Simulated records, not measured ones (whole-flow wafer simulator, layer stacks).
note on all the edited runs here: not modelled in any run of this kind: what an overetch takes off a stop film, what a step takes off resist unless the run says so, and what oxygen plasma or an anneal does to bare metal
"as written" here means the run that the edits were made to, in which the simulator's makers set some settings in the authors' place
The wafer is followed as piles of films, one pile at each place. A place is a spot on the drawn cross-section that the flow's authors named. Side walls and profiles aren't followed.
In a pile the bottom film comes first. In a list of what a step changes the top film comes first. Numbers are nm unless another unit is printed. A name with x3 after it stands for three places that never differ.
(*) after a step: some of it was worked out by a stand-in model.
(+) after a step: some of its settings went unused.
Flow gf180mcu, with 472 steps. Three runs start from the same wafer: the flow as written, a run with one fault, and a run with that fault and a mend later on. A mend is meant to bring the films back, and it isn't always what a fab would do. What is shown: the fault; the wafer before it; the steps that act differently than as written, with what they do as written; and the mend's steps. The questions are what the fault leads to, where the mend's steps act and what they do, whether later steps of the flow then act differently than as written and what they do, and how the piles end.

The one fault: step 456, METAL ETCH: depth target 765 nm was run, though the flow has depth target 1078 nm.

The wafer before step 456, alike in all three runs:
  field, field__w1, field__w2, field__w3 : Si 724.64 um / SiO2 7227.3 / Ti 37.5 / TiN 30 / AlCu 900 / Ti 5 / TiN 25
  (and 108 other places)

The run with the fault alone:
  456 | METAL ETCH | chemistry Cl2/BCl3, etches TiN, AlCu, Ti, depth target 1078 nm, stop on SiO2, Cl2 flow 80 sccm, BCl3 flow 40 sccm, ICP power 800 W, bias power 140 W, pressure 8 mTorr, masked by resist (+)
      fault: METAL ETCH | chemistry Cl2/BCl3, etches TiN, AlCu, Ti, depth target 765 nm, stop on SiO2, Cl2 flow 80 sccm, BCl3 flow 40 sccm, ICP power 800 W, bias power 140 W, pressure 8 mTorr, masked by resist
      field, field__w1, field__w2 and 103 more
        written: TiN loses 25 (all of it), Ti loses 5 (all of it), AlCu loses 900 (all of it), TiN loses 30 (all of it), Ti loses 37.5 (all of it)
        fault: TiN loses 25 (all of it), Ti loses 5 (all of it), AlCu loses 735
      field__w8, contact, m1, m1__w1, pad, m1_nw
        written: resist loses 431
        fault: resist loses 306
  Steps later in the flow that act otherwise than as written:
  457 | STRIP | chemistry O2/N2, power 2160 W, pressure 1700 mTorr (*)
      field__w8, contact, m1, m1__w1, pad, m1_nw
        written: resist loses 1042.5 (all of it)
        fault: resist loses 1167.5 (all of it)
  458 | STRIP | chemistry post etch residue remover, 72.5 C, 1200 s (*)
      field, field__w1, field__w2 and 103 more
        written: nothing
        fault: AlCu loses 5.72
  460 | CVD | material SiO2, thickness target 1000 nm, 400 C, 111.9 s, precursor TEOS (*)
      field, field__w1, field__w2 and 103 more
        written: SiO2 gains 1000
        fault: SiO2 gains 1000 (new film)
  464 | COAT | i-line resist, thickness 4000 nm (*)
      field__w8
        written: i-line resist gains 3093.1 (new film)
        fault: i-line resist gains 3294.4 (new film)
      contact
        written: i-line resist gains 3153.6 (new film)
        fault: i-line resist gains 3334.2 (new film)
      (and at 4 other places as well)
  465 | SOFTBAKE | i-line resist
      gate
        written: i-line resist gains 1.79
        fault: i-line resist loses 0.22
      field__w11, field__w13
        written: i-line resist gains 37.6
        fault: i-line resist gains 26.1
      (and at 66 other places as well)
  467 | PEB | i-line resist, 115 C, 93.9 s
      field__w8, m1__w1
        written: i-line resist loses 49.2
        fault: i-line resist loses 53.3
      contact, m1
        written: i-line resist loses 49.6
        fault: i-line resist loses 53.6
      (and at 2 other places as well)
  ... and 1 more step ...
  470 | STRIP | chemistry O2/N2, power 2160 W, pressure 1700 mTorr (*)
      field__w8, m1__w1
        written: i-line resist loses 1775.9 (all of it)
        fault: i-line resist loses 1993.3 (all of it)
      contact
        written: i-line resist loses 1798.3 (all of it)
        fault: i-line resist loses 2008.2 (all of it)
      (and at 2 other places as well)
  By the end, the piles at field, field__w1, field__w2 and 103 more depart from the flow's by more than 2% or 0.5 nm, whichever is larger.
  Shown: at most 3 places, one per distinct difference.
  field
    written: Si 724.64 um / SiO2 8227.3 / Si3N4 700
    fault: Si 724.64 um / SiO2 7227.3 / Ti 37.5 / TiN 30 / AlCu 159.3 / SiO2 1000 / Si3N4 700
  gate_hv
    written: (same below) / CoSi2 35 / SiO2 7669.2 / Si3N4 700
    fault: (same below) / CoSi2 35 / SiO2 6669.2 / Ti 37.5 / TiN 30 / AlCu 159.3 / SiO2 1000 / Si3N4 700
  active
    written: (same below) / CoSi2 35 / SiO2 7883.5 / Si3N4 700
    fault: (same below) / CoSi2 35 / SiO2 6883.5 / Ti 37.5 / TiN 30 / AlCu 159.3 / SiO2 1000 / Si3N4 700

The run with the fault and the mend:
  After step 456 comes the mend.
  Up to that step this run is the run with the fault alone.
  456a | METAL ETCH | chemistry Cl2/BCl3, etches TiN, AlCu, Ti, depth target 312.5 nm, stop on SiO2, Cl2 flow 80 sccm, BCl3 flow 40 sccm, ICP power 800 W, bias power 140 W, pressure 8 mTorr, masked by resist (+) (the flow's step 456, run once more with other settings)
      field, field__w1, field__w2 and 103 more
        AlCu loses 165 (all of it), TiN loses 30 (all of it), Ti loses 37.5 (all of it)
      field__w8, contact, m1, m1__w1, pad, m1_nw
        resist loses 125
  Later steps of the flow that are run all act as written at every place that is followed.
  The piles end the same as the flow's at every place that both follow.
